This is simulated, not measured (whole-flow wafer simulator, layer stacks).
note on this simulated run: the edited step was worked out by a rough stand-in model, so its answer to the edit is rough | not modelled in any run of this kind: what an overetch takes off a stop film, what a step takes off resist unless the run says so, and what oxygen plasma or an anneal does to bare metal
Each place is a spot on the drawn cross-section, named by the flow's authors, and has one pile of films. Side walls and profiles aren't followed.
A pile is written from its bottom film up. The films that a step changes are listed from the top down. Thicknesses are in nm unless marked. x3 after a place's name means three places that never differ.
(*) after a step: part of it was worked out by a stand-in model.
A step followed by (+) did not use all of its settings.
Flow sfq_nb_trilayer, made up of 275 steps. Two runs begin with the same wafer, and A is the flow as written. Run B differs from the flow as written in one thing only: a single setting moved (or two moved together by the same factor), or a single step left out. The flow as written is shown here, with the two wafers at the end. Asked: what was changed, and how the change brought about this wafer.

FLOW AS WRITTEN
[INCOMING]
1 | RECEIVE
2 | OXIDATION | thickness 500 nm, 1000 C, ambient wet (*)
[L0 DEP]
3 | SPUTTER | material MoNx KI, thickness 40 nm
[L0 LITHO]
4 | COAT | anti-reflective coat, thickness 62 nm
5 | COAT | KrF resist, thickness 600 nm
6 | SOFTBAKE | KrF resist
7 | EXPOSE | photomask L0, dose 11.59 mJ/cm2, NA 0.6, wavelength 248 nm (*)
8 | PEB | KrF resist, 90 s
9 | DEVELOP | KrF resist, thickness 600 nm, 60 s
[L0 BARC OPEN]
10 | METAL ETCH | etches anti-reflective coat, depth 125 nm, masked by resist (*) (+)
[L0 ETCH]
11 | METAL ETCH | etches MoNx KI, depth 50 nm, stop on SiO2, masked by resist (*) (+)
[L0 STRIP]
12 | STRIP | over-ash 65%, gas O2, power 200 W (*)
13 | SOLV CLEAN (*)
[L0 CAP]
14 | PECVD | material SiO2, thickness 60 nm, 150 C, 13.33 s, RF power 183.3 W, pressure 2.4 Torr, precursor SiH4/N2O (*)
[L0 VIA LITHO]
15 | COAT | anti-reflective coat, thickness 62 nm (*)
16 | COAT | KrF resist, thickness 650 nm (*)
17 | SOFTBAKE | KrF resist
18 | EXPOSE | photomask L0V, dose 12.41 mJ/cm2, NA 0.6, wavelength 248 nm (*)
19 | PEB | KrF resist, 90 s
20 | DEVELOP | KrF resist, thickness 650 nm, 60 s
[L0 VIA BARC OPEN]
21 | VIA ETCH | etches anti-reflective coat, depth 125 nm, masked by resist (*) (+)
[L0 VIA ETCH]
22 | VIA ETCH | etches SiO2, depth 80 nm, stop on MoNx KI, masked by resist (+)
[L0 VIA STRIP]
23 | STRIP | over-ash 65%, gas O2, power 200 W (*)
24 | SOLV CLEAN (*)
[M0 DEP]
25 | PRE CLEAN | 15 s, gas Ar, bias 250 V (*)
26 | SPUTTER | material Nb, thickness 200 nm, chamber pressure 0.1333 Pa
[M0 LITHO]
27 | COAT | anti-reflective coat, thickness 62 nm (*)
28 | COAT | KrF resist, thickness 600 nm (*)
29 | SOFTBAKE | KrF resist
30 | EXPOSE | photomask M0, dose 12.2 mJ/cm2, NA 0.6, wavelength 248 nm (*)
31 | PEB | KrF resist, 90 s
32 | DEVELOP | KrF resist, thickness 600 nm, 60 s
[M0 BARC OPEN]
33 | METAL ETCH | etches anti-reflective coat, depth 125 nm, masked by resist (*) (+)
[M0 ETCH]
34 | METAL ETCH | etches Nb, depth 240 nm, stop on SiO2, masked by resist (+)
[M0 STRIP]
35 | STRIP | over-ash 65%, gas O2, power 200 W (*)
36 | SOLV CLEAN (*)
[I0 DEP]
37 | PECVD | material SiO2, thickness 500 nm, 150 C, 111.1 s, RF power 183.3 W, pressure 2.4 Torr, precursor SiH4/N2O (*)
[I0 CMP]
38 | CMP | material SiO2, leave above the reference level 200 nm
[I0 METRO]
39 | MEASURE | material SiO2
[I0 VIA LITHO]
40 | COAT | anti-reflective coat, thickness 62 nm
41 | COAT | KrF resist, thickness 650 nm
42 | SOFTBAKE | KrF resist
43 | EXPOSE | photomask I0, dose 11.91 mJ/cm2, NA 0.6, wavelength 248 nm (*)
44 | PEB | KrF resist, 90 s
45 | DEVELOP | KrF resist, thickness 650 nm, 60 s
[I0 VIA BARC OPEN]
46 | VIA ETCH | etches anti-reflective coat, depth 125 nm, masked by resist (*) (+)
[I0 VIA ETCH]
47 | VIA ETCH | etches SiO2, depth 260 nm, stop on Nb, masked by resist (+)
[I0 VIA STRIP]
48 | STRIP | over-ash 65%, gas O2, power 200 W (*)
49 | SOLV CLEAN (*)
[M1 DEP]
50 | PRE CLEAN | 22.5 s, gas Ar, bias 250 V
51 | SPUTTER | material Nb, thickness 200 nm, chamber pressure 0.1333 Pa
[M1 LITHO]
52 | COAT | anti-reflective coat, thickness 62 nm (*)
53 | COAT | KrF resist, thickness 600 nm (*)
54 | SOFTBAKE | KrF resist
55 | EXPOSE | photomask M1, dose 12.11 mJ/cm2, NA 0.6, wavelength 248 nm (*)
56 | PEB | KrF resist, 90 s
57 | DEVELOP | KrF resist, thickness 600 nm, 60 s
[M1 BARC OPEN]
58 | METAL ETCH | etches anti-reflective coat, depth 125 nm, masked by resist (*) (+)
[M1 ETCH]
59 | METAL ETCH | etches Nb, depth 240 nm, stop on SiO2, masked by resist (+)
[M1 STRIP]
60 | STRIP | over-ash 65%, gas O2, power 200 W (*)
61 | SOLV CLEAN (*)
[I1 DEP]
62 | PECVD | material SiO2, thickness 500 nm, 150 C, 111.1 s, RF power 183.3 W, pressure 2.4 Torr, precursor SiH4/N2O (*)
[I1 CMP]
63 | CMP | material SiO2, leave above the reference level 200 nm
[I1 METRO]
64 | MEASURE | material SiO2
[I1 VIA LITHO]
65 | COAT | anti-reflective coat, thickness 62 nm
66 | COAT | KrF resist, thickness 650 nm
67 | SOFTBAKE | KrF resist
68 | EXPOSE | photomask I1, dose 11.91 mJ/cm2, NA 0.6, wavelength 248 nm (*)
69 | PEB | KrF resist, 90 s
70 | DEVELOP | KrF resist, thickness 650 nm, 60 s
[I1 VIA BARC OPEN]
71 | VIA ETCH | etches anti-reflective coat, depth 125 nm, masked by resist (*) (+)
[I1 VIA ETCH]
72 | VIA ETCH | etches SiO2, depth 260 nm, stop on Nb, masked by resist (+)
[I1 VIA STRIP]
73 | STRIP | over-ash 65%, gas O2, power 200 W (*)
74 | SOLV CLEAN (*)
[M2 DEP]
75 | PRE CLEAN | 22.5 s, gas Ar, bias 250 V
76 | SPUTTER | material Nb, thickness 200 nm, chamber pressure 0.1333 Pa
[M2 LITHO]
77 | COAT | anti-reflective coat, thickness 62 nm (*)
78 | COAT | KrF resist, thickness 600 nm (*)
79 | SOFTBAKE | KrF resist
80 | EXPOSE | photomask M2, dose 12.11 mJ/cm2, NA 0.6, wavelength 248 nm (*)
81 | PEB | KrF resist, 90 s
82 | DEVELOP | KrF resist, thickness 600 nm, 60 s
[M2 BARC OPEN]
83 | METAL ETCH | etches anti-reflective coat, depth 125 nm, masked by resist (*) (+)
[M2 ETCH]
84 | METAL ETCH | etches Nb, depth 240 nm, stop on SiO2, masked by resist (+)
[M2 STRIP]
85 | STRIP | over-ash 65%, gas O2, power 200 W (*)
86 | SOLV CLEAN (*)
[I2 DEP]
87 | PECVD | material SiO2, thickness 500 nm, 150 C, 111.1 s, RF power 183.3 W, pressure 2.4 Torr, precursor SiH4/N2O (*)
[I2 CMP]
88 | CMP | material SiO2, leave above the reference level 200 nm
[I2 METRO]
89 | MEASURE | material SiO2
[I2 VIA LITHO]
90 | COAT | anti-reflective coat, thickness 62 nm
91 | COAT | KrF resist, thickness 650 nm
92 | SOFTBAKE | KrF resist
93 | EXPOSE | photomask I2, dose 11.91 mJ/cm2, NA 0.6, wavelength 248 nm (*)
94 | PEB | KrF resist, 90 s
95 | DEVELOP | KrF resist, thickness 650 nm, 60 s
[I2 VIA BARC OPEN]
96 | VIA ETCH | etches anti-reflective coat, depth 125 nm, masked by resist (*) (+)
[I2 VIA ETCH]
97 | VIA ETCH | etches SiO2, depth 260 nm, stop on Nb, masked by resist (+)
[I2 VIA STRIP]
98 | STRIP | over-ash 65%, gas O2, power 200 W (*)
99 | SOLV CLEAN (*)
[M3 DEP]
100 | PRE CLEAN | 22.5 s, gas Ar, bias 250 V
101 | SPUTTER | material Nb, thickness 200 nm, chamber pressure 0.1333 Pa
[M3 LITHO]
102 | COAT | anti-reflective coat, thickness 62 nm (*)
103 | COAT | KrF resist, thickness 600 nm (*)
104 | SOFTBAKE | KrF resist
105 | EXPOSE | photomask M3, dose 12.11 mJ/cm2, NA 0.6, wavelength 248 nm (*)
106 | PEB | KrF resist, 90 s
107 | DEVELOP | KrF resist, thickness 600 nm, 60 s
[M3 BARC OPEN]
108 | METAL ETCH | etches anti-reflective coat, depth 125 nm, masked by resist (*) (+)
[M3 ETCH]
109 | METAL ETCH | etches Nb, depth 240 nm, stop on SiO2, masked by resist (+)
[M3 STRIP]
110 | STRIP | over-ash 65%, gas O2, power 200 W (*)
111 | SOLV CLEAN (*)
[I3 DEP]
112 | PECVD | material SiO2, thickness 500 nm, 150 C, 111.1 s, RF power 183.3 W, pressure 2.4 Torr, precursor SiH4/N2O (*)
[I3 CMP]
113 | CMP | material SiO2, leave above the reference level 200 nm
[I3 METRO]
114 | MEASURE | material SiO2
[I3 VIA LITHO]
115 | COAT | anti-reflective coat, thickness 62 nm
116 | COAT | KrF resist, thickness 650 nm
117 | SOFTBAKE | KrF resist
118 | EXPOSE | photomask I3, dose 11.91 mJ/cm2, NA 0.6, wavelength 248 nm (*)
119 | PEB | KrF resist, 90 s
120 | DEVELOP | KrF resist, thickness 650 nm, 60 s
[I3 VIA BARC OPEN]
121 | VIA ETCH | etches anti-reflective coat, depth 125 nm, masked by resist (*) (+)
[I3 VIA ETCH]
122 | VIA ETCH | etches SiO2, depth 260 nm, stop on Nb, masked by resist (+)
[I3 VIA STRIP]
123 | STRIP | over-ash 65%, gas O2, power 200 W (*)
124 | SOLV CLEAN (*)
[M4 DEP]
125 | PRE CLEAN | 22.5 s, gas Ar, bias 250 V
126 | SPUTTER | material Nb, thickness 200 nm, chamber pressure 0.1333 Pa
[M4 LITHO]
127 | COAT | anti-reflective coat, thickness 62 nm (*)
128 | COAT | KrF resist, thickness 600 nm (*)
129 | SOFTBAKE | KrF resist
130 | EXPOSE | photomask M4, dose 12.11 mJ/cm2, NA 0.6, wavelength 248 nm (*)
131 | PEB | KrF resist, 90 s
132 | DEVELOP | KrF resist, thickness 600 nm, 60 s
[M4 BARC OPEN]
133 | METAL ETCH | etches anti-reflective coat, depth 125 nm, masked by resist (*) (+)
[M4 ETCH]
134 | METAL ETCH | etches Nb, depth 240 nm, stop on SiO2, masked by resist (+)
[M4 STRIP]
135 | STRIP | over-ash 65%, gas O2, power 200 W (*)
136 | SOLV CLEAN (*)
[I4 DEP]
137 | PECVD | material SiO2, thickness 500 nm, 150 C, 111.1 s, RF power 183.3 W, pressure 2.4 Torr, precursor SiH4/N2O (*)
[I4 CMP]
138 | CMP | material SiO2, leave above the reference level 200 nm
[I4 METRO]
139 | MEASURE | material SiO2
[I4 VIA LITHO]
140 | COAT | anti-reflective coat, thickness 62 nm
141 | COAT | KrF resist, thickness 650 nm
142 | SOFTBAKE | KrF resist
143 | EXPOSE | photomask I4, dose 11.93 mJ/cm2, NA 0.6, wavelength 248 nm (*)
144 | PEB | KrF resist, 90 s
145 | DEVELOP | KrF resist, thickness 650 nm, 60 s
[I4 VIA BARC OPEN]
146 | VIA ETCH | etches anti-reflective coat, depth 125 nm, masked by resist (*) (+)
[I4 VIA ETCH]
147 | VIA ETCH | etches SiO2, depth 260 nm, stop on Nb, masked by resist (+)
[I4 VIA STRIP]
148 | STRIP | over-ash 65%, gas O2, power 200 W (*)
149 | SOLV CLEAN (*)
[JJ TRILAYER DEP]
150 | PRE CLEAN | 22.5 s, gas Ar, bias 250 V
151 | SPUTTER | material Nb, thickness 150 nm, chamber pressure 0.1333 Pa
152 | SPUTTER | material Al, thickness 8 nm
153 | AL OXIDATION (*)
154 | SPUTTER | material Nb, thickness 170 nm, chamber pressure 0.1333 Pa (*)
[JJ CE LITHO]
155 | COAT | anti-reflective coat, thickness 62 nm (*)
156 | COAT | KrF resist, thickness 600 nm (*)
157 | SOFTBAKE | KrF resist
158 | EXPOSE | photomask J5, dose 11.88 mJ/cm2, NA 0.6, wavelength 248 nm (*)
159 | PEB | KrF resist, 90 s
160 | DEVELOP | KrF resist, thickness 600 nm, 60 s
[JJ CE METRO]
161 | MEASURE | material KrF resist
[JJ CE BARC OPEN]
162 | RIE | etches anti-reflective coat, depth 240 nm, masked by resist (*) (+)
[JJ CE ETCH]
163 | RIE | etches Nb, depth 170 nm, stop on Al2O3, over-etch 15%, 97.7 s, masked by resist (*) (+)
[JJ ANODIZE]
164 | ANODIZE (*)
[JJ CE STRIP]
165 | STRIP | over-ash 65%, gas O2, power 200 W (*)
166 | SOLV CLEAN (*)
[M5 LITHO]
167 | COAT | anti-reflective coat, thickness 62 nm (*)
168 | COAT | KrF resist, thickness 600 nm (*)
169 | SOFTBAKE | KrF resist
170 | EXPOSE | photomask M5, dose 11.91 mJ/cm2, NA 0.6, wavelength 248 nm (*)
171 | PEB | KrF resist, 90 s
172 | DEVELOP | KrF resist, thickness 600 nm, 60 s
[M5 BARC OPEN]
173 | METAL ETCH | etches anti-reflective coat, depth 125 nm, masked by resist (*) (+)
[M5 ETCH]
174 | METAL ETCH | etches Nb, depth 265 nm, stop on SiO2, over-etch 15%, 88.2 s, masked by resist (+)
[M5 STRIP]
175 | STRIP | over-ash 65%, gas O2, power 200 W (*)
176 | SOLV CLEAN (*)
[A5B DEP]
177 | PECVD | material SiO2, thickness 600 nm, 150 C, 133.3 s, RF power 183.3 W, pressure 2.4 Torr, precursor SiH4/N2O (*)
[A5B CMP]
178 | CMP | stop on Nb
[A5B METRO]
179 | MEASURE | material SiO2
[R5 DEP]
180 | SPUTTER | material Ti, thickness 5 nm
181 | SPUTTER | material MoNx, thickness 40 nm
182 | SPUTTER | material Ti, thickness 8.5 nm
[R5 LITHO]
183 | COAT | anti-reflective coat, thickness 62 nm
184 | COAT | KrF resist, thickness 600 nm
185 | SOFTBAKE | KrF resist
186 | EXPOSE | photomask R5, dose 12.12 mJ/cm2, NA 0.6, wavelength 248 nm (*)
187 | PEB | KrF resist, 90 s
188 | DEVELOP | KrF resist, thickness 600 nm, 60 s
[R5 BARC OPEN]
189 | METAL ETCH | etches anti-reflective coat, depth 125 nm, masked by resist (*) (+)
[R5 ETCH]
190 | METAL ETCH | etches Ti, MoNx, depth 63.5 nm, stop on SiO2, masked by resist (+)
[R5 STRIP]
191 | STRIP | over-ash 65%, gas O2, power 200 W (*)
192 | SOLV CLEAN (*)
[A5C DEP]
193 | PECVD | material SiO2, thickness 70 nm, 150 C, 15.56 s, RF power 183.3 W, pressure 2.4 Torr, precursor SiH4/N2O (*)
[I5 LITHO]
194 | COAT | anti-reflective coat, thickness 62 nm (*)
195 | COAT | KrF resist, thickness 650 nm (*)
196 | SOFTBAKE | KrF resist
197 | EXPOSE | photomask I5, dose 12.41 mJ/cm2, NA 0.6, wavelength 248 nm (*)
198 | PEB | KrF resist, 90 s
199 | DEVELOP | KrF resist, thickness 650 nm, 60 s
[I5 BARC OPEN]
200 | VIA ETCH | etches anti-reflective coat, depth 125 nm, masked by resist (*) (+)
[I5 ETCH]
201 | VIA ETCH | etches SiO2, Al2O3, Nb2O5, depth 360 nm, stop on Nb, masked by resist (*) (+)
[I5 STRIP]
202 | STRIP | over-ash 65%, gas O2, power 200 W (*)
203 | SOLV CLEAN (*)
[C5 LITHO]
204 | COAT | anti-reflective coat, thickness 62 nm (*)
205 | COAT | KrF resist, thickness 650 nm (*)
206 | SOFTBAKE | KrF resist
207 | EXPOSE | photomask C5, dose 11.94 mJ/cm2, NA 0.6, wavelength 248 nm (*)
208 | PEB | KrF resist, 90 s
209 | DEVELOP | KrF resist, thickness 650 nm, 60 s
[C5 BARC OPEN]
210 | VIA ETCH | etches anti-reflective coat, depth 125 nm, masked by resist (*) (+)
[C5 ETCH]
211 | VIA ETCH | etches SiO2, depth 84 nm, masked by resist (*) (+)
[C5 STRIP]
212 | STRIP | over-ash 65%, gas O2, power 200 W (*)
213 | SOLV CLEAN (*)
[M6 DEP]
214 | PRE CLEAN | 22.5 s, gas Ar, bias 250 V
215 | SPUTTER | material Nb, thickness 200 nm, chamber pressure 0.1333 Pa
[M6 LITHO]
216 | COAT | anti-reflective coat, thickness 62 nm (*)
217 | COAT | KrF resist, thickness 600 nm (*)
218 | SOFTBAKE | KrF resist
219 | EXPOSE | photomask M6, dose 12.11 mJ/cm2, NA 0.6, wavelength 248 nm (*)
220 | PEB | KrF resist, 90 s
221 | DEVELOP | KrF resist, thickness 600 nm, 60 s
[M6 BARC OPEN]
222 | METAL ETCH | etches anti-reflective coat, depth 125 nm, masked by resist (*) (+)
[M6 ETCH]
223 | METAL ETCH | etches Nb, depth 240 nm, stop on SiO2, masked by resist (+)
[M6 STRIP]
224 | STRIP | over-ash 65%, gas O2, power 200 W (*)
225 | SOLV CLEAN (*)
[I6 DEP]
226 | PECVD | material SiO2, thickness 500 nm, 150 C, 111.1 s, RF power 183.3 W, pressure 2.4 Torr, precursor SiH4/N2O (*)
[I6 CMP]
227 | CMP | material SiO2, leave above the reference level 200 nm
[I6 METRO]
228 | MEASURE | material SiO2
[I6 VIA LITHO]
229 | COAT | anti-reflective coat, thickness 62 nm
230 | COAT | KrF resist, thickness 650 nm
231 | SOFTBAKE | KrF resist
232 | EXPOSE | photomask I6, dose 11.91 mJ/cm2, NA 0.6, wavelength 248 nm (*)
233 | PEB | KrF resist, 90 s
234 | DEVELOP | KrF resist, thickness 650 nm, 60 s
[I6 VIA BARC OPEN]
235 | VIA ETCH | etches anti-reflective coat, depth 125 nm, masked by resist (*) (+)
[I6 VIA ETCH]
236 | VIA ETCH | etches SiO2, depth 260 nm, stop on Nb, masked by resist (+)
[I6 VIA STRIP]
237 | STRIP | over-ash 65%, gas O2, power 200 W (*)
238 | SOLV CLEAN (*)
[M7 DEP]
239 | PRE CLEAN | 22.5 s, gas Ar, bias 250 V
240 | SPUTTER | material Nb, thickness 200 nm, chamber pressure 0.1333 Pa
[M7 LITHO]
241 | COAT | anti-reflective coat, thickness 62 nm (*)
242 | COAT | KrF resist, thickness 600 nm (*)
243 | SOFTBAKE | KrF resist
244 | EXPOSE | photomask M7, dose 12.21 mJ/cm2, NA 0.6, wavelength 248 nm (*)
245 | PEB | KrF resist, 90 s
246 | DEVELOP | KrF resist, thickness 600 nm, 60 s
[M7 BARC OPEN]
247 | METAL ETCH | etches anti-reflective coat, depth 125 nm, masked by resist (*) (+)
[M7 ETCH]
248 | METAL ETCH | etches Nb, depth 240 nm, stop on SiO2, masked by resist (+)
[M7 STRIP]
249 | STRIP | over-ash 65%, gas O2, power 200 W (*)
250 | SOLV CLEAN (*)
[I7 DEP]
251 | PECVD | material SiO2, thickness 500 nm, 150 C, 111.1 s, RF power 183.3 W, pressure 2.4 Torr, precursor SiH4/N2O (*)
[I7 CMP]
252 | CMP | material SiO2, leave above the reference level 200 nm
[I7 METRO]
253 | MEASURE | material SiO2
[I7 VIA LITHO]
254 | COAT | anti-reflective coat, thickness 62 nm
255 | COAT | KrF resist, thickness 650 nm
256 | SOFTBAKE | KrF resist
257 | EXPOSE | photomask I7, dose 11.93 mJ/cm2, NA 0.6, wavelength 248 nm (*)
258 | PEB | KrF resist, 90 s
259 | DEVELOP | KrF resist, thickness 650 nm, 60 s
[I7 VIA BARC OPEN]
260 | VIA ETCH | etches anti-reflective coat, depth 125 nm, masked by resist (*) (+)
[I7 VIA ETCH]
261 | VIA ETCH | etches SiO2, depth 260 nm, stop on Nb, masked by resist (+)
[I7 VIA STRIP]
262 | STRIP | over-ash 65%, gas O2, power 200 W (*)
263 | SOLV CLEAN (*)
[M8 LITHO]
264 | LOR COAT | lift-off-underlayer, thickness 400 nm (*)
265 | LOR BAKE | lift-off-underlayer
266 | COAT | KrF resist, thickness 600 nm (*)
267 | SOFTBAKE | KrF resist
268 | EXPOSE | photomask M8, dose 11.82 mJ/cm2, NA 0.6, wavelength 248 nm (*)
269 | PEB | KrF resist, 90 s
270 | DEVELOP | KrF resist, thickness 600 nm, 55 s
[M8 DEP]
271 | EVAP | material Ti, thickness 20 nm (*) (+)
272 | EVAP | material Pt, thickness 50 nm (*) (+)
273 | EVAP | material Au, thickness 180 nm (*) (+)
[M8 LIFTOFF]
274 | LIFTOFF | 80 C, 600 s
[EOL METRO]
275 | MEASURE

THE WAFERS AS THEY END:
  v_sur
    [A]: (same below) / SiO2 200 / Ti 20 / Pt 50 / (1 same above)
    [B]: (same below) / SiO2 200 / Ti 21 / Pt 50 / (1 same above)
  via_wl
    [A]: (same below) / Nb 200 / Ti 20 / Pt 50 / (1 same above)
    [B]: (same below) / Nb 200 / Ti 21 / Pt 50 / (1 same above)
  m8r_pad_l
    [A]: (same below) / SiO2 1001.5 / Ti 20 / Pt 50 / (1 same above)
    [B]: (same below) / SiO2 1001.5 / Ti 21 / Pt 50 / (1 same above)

Cause: step 271, EVAP: thickness 21 nm was run, though the flow has thickness 20 nm.
One can read it off the wafer: v_sur has Ti 21, and step 271 as written asks for 20 nm.

Step by step, how the change led to this:
  271 | EVAP | material Ti, thickness 20 nm (*) (+)
      field_l, v_sur, via_wl and 103 more: A +20 Ti (new film) | B +21 Ti (new film)
  274 | LIFTOFF | 80 C, 600 s
      p4_fl, p4_fm, p4_w1 and 71 more: A -180 Au (all of it), -50 Pt (all of it), -20 Ti (all of it), -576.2 KrF resist (all of it), -400 lift-off-underlayer (all of it) | B -180 Au (all of it), -50 Pt (all of it), -21 Ti (all of it), -576.2 KrF resist (all of it), -400 lift-off-underlayer (all of it)
      c5j, ce_r: A -180 Au (all of it), -50 Pt (all of it), -20 Ti (all of it), -573.3 KrF resist (all of it), -399.3 lift-off-underlayer (all of it) | B -180 Au (all of it), -50 Pt (all of it), -21 Ti (all of it), -573.3 KrF resist (all of it), -399.3 lift-off-underlayer (all of it)
      (also at 19 further places)
